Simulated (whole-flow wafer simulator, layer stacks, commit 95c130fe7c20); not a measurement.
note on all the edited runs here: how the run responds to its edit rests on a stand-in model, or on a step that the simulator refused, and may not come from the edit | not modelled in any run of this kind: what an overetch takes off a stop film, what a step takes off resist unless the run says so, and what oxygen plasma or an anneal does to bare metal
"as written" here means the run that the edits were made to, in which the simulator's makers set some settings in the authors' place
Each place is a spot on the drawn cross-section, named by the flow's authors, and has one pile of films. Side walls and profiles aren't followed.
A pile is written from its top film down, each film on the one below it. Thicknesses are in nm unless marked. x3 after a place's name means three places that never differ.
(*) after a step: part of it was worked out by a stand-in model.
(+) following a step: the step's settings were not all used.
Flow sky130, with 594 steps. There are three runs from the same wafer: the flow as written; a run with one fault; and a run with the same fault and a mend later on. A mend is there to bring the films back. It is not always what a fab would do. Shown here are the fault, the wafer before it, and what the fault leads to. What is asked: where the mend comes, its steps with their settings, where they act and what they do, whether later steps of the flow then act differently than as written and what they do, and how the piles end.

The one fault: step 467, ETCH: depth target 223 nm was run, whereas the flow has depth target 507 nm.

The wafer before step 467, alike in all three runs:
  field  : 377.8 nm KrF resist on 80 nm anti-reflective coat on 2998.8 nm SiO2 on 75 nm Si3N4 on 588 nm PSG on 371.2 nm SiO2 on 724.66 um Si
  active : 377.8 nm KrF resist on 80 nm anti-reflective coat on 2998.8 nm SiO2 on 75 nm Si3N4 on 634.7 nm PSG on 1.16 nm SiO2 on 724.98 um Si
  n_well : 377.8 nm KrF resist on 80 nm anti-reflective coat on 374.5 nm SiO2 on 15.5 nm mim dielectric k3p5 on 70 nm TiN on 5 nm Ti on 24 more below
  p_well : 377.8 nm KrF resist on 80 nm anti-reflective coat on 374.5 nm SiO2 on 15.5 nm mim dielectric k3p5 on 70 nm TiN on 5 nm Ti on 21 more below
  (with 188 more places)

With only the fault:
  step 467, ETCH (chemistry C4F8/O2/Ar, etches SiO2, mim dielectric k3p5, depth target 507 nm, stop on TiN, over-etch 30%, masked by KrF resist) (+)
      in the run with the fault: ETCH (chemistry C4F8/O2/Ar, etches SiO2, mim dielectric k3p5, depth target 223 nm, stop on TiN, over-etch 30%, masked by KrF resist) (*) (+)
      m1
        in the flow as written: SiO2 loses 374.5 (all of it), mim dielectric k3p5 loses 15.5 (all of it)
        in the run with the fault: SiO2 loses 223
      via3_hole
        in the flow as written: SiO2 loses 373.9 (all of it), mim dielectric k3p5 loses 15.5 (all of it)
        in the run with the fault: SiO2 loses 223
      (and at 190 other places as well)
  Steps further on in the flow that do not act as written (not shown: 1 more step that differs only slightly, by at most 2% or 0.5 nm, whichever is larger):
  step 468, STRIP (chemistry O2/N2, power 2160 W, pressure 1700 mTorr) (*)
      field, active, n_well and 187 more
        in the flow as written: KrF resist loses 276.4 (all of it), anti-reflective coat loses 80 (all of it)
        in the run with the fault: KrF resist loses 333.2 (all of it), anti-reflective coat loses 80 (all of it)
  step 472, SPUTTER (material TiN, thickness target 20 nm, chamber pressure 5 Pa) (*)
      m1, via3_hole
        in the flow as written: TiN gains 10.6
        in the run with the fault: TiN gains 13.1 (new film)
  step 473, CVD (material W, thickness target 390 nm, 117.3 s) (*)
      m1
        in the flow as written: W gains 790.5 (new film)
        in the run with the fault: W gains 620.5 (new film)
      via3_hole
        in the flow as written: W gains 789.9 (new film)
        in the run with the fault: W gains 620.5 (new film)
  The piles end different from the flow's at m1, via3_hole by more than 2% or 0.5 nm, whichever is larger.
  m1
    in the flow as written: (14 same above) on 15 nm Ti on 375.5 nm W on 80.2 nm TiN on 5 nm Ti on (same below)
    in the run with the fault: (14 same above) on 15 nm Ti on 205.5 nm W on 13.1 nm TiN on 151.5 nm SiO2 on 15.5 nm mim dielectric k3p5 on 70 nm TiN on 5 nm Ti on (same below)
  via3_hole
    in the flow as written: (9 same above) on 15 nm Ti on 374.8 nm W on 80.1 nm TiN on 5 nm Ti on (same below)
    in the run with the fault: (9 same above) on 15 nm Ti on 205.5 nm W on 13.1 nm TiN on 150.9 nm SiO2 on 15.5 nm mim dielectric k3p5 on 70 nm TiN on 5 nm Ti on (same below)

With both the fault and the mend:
  After step 467 comes the mend.
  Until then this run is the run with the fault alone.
  step 467a, ETCH (chemistry C4F8/O2/Ar, etches SiO2, mim dielectric k3p5, depth target 284 nm, stop on TiN, over-etch 30%, masked by KrF resist) (+) (a further turn of the flow's step 467, with different settings)
      field, active, n_well and 187 more
        KrF resist loses 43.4
      m1
        SiO2 loses 151.5 (all of it), mim dielectric k3p5 loses 15.5 (all of it)
      via3_hole
        SiO2 loses 150.9 (all of it), mim dielectric k3p5 loses 15.5 (all of it)
  Steps further on in the flow that do not act as written:
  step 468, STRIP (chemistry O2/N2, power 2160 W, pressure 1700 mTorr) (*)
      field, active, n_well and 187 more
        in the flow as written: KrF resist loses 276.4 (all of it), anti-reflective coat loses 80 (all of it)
        in the run with the mend: KrF resist loses 289.8 (all of it), anti-reflective coat loses 80 (all of it)
  The piles end the same as the flow's at every place that both follow.
